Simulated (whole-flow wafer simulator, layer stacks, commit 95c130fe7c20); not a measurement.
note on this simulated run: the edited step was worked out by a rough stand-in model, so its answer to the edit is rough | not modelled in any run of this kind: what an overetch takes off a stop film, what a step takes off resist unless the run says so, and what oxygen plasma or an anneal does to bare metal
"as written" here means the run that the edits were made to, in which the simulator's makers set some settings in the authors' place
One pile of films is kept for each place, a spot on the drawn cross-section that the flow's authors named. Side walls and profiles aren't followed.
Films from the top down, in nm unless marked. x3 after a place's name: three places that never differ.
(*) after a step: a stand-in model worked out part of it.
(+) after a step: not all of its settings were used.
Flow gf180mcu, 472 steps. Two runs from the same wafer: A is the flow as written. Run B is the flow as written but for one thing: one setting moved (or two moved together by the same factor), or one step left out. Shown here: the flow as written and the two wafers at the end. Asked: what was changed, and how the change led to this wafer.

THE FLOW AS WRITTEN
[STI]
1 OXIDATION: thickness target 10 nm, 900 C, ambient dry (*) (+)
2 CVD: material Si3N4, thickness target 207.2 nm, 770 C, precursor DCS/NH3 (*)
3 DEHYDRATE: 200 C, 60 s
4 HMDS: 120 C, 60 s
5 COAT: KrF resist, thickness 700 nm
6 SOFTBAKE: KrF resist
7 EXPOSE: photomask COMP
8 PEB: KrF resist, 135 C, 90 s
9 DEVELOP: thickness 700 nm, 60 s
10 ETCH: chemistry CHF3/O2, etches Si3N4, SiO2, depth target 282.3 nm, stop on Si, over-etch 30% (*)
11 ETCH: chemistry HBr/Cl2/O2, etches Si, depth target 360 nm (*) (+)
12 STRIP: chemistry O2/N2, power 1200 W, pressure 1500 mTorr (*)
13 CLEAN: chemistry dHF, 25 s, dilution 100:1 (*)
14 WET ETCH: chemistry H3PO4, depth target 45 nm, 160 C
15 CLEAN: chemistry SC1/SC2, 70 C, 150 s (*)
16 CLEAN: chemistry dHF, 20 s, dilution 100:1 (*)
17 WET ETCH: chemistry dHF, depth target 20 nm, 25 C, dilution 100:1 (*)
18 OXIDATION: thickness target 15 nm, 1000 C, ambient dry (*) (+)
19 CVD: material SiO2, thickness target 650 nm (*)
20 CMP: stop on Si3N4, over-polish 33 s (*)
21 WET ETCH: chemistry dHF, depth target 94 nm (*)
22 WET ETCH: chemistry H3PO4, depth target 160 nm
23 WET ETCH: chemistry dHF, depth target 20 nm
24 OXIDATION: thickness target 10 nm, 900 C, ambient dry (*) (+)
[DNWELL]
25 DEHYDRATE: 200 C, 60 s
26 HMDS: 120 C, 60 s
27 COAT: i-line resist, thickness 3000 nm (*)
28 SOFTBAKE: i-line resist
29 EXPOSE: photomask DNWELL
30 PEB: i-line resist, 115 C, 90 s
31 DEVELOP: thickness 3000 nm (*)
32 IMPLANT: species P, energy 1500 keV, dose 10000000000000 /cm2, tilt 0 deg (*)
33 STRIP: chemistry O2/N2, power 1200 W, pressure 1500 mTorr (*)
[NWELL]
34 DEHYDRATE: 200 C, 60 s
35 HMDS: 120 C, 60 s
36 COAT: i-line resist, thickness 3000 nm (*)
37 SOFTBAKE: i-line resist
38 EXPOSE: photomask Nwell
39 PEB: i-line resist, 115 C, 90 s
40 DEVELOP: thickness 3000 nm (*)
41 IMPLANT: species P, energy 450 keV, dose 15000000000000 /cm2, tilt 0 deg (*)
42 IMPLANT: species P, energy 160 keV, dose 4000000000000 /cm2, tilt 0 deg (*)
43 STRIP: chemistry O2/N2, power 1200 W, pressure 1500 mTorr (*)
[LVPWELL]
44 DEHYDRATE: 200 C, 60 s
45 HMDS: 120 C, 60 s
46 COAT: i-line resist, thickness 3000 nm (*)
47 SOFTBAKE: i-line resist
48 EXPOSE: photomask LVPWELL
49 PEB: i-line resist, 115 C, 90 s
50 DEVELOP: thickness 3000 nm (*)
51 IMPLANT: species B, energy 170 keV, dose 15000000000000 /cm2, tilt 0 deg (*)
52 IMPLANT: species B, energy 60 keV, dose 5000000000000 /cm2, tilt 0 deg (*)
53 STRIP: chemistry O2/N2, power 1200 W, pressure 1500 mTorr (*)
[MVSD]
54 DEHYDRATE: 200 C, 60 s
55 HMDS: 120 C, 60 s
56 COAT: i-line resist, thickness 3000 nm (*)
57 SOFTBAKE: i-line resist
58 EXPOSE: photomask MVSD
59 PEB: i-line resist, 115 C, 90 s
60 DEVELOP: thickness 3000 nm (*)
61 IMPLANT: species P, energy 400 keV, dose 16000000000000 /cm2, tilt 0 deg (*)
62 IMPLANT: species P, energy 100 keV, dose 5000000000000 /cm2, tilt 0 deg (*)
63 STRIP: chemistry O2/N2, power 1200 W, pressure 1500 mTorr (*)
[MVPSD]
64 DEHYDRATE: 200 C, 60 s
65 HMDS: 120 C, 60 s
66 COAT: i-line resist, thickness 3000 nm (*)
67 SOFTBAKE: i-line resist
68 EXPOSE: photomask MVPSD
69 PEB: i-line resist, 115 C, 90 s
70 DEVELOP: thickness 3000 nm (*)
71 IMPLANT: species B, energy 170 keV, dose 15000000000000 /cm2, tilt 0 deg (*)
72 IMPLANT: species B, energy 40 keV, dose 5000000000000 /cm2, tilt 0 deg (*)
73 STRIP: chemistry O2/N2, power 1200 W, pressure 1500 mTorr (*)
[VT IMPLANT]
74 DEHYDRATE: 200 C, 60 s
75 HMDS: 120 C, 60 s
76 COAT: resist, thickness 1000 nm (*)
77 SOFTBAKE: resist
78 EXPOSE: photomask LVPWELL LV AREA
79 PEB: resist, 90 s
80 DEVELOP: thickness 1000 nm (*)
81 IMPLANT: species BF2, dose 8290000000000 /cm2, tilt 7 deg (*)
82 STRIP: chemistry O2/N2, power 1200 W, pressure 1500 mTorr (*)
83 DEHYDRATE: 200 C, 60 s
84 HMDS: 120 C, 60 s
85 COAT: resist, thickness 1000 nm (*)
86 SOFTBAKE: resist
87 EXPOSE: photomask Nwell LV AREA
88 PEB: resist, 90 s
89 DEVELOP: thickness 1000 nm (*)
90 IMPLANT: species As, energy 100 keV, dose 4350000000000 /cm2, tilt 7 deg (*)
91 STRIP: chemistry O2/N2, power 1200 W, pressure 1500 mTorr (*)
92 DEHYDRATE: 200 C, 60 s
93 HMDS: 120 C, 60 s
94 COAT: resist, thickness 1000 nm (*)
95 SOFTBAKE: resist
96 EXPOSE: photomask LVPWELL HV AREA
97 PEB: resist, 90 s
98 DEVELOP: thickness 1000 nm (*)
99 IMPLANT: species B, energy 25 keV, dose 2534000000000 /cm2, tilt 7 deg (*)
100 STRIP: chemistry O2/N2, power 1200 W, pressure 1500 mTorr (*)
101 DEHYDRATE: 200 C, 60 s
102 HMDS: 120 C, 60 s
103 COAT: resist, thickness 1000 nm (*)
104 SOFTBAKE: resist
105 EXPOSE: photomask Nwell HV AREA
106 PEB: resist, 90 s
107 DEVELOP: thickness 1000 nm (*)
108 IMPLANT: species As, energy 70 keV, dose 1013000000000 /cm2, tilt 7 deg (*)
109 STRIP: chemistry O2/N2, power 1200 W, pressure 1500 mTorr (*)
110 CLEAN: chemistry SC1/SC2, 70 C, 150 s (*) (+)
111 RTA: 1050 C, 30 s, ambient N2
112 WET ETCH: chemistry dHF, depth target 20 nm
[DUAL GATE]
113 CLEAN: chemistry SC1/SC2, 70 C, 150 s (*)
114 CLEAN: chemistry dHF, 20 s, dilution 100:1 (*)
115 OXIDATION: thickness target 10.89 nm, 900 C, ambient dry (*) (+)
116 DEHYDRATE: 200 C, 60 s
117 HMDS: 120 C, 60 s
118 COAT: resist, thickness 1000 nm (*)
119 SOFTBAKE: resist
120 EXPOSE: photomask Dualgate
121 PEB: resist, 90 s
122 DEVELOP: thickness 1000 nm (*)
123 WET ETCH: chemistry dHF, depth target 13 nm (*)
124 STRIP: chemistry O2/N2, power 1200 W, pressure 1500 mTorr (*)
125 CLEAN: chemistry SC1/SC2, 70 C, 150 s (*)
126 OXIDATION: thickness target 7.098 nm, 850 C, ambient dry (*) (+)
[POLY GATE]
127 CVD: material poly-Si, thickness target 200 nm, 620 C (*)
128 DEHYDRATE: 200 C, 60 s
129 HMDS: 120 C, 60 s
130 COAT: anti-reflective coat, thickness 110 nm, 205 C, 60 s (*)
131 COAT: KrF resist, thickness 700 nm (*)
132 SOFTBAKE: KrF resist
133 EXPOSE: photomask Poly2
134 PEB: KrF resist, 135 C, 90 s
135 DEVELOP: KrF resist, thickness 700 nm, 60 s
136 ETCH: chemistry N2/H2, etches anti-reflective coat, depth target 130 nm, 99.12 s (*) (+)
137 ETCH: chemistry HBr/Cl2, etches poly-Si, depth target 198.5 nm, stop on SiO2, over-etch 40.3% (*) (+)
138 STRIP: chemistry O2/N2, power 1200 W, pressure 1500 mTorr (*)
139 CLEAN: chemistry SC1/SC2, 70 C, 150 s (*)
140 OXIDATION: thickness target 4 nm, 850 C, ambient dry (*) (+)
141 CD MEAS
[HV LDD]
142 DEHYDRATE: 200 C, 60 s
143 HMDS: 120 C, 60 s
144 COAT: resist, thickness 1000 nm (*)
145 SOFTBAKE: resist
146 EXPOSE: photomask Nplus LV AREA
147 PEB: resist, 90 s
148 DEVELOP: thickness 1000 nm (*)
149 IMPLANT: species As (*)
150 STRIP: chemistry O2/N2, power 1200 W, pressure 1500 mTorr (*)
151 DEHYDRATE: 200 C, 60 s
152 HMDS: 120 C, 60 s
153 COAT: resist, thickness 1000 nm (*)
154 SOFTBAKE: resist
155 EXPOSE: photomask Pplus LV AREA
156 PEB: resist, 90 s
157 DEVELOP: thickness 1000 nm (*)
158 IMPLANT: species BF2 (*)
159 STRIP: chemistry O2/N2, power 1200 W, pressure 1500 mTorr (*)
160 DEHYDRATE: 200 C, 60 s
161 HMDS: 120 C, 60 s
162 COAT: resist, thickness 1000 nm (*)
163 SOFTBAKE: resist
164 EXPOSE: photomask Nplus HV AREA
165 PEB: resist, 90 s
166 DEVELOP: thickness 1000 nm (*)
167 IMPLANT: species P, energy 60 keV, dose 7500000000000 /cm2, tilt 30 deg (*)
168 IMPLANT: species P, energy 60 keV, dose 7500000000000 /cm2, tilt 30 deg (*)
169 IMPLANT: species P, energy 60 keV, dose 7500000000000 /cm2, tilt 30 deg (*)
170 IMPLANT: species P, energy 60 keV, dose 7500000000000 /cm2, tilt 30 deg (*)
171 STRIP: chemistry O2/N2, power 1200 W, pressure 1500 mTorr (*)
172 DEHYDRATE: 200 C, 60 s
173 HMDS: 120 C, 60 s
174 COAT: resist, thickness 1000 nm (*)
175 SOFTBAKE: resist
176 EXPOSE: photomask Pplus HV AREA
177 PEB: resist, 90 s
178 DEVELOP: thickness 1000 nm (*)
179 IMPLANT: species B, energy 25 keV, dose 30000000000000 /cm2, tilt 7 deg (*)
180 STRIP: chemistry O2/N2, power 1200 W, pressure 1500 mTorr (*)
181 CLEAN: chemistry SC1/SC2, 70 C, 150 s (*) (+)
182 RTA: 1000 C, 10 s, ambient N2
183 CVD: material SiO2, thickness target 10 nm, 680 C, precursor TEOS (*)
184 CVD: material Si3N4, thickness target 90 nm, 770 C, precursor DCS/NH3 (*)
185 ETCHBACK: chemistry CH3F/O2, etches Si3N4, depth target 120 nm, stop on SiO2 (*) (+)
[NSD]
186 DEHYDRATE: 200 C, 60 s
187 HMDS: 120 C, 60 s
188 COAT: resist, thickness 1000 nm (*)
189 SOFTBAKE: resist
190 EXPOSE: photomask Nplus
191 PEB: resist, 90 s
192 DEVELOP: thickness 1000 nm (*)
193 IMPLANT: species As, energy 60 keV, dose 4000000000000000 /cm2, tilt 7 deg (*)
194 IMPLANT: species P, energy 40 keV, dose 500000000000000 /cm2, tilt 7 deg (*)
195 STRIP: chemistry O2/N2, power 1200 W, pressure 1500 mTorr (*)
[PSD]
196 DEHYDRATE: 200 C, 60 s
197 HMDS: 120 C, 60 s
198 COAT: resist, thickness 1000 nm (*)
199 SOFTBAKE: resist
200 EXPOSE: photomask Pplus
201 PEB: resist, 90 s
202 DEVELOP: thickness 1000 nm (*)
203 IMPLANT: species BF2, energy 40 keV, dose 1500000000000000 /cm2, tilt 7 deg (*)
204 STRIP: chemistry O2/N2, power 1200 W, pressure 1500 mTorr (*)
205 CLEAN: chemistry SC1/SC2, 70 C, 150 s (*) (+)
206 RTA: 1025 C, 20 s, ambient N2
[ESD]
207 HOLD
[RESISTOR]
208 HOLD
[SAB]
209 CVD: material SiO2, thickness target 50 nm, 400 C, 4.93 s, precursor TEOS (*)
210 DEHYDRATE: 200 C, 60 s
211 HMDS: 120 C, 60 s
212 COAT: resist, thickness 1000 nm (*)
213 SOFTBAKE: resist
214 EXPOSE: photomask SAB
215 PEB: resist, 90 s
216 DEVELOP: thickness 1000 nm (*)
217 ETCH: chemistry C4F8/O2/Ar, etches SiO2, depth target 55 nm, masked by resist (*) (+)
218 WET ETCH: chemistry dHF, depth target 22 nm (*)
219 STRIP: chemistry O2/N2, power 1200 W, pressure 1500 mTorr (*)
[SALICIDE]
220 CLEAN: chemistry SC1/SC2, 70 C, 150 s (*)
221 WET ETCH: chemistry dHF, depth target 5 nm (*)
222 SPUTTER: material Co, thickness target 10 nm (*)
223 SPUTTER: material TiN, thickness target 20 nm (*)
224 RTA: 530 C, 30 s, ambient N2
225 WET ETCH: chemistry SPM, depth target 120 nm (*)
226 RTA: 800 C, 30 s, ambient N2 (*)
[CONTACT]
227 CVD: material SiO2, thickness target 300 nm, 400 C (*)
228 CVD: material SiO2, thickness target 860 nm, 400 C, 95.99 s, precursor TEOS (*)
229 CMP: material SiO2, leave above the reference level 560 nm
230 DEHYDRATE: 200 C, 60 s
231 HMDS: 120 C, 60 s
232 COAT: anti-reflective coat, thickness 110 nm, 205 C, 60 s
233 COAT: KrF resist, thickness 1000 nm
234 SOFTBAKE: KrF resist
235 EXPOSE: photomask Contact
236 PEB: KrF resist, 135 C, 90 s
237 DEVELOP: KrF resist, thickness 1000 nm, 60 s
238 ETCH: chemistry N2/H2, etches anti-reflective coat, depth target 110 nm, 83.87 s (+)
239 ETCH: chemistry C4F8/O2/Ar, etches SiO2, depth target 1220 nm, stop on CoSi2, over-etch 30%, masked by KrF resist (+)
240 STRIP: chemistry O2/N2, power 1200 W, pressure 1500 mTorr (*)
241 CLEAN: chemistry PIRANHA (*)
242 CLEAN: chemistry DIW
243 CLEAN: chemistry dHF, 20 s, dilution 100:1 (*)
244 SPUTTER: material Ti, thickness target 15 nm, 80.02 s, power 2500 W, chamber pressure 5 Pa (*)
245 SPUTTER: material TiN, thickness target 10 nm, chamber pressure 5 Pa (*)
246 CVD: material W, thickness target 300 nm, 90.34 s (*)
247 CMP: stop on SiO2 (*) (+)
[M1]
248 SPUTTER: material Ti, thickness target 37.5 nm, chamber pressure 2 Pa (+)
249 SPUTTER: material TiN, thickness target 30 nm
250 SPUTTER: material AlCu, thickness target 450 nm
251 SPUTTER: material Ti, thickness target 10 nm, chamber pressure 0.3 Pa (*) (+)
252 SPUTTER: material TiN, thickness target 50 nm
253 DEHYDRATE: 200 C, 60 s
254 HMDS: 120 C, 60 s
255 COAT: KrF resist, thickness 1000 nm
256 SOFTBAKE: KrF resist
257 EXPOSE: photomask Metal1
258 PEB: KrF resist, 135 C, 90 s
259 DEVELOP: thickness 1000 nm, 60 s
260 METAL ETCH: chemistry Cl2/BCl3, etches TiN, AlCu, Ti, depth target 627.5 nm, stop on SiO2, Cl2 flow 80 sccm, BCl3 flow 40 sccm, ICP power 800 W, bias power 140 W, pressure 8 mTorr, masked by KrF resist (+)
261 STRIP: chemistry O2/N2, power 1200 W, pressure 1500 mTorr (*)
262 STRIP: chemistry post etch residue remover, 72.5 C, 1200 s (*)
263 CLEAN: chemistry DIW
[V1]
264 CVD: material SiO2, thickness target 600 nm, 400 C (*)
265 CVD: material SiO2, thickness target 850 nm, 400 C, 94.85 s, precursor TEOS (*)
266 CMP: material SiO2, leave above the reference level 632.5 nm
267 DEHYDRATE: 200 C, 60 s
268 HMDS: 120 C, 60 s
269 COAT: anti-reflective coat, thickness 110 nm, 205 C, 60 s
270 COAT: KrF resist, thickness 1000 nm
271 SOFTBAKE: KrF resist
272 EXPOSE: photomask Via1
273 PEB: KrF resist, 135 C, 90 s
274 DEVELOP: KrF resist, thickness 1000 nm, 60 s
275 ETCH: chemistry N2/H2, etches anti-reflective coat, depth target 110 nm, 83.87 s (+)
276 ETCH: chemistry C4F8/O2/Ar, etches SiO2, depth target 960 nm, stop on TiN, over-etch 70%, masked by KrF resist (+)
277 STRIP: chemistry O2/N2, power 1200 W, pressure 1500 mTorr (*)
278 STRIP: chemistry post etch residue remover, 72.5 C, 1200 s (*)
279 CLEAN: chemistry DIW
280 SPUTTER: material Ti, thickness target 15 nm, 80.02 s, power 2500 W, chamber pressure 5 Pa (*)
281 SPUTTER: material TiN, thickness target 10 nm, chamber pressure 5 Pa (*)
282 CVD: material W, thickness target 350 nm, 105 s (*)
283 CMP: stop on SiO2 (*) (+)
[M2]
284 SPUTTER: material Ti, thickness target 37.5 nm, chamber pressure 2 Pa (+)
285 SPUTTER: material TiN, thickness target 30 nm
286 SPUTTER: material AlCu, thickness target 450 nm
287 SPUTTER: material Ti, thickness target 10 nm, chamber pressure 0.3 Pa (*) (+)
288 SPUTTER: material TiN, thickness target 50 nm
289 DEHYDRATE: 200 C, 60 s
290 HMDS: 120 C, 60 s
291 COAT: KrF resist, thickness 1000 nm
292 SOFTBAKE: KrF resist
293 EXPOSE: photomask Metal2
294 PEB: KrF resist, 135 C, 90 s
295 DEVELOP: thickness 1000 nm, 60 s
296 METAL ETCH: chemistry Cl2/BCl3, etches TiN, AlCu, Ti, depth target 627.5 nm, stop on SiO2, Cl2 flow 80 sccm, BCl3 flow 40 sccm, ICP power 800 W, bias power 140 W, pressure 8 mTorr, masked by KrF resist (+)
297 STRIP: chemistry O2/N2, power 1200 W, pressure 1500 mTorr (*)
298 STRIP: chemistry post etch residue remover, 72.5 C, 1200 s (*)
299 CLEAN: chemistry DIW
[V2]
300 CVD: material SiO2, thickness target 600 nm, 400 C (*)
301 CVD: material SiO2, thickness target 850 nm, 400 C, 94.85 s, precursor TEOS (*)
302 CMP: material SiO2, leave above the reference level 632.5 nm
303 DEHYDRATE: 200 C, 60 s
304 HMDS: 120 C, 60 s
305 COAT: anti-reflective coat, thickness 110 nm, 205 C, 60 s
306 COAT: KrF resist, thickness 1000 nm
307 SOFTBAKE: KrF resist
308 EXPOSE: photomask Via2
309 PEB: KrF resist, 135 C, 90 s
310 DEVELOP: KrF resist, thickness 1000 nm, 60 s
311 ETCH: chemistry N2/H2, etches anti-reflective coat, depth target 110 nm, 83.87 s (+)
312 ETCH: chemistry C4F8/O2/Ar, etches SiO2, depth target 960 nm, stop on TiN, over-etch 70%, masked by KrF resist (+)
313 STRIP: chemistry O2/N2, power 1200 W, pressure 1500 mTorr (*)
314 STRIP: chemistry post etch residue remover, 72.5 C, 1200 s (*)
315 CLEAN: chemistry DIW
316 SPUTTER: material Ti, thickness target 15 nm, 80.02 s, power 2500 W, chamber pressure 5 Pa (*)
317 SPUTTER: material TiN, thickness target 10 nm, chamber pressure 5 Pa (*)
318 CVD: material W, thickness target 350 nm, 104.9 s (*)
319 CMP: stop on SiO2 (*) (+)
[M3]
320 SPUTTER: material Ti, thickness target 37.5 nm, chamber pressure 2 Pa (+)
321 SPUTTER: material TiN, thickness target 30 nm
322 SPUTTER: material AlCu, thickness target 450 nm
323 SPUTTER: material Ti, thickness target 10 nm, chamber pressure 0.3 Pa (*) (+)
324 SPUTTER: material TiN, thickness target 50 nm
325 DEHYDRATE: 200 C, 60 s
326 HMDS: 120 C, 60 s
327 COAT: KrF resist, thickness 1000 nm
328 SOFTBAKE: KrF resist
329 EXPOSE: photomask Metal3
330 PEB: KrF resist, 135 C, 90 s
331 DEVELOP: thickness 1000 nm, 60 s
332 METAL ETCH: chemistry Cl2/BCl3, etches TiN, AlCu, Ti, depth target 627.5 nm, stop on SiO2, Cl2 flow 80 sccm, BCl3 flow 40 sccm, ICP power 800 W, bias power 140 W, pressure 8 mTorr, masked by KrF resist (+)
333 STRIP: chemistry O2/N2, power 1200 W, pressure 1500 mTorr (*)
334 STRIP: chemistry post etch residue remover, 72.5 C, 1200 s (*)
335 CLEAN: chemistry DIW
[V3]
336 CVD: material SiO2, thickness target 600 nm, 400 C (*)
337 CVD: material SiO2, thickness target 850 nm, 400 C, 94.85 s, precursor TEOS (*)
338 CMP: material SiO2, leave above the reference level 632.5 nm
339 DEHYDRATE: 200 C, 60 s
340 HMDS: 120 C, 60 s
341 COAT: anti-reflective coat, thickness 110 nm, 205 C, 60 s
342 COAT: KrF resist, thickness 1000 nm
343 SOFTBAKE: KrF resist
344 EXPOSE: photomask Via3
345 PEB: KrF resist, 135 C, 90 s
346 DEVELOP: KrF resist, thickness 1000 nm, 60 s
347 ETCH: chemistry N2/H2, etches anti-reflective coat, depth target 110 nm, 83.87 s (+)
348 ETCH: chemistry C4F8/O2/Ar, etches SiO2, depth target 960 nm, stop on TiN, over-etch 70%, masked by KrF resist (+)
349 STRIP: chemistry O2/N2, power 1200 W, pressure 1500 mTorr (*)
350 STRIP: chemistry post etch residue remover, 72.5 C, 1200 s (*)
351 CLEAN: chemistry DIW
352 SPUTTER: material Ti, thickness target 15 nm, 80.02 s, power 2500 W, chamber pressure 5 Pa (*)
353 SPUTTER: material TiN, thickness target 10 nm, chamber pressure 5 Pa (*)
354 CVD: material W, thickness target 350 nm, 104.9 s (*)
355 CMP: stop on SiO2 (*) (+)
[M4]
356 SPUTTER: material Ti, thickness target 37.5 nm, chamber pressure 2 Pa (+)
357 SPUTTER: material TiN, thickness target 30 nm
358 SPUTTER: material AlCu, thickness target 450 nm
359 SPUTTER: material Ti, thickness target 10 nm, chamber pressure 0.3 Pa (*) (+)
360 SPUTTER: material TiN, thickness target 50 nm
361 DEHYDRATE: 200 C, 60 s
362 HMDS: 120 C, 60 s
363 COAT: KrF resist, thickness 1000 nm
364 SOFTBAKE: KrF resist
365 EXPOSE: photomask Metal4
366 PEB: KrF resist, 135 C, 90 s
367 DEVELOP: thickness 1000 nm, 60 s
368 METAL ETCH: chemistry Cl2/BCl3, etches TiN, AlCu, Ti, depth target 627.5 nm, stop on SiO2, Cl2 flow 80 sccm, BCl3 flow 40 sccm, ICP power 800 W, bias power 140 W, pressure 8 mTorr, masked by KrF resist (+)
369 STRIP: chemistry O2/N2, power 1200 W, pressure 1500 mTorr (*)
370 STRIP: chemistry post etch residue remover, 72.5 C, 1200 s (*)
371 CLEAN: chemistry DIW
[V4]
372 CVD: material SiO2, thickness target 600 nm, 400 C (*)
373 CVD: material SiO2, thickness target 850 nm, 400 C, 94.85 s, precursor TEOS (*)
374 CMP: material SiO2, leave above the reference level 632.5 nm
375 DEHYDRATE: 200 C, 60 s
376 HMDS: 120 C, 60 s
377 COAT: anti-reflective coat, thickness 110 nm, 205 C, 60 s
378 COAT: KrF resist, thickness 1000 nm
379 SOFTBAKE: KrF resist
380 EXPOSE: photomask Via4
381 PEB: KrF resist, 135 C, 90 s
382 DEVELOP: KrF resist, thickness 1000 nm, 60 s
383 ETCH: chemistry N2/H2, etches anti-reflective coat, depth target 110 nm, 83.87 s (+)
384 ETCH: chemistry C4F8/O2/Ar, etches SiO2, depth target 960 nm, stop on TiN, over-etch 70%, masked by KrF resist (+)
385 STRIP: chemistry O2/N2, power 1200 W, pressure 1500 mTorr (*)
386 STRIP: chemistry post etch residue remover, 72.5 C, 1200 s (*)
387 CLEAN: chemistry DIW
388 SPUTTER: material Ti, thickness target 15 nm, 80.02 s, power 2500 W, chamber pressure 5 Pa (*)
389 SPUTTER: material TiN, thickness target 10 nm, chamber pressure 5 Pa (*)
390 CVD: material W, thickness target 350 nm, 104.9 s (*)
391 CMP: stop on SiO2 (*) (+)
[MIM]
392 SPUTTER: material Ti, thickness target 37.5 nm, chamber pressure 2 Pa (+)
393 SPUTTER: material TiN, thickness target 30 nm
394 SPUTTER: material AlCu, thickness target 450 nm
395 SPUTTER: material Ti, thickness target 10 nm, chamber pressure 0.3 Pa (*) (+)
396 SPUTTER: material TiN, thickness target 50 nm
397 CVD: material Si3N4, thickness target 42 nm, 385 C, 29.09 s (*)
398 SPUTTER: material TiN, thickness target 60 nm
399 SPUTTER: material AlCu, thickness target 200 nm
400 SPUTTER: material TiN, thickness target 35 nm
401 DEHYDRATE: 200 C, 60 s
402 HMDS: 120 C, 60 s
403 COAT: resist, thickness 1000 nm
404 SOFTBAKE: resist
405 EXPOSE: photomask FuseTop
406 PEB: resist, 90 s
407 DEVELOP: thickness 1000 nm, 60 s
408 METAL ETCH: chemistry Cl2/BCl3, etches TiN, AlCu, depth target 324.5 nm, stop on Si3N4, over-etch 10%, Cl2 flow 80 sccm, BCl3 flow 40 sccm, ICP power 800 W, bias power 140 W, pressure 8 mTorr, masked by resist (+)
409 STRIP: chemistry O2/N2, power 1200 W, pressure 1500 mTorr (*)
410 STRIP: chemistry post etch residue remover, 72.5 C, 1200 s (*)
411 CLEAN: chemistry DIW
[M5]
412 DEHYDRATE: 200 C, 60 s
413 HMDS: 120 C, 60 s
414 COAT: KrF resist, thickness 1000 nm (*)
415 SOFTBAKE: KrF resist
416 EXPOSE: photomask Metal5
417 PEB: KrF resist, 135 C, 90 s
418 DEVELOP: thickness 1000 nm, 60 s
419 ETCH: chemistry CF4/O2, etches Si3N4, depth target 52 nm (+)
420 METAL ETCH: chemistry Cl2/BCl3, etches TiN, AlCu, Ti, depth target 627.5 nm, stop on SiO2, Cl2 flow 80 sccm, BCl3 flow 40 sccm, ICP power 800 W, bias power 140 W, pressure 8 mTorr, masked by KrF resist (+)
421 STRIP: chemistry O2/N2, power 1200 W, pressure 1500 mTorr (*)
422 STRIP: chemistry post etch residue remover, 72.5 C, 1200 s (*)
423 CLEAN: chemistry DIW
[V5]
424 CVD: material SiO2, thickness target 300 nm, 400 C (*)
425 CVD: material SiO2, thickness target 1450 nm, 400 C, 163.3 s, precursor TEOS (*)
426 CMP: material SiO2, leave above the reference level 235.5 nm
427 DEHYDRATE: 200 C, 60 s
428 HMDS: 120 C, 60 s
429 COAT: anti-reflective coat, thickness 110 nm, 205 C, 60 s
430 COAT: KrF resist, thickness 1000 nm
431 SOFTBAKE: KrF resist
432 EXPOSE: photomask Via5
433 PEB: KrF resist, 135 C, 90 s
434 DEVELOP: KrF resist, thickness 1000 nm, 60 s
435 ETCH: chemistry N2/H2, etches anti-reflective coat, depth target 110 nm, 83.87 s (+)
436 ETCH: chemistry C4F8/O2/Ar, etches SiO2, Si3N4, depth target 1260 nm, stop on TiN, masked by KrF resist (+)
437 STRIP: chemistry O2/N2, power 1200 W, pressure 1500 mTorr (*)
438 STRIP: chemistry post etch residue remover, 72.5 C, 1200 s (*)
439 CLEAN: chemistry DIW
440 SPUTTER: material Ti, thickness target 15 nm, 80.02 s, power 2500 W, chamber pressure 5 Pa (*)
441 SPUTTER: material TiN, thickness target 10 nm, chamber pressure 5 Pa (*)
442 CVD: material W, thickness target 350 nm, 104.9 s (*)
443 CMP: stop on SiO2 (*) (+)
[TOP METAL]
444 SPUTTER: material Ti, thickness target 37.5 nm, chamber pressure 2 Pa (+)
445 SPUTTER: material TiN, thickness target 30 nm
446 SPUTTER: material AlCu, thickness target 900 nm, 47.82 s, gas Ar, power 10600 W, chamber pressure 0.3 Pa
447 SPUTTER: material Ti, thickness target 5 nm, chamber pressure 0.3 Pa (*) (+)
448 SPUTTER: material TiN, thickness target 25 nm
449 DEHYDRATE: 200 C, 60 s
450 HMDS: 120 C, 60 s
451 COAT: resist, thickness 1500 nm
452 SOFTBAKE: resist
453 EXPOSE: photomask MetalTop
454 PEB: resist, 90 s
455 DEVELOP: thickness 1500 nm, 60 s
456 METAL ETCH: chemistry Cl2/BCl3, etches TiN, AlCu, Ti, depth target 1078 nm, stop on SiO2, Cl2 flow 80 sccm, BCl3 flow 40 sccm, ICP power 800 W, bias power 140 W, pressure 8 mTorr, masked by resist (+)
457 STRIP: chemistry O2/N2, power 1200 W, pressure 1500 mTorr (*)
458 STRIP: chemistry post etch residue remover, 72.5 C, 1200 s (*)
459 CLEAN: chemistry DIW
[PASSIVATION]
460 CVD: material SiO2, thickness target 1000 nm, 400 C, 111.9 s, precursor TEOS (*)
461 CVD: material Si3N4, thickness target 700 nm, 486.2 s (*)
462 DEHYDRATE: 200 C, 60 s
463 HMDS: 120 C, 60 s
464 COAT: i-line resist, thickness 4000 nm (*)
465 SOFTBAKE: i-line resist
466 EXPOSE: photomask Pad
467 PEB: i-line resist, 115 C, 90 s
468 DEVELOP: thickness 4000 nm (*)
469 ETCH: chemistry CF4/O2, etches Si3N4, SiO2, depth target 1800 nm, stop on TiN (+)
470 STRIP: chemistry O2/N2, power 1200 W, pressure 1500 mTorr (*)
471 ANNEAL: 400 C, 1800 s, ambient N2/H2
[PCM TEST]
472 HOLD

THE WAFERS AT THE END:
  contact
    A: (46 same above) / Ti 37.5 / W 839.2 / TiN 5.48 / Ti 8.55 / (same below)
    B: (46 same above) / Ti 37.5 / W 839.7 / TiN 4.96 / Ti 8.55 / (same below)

The cause: step 245, SPUTTER: chamber pressure 3.24 Pa was run, where the flow has chamber pressure 5 Pa.

How the change led to this, step by step:
  245 SPUTTER: material TiN, thickness target 10 nm, chamber pressure 5 Pa (*)
      contact: A TiN +5.48 (new film) | B TiN +4.96 (new film)
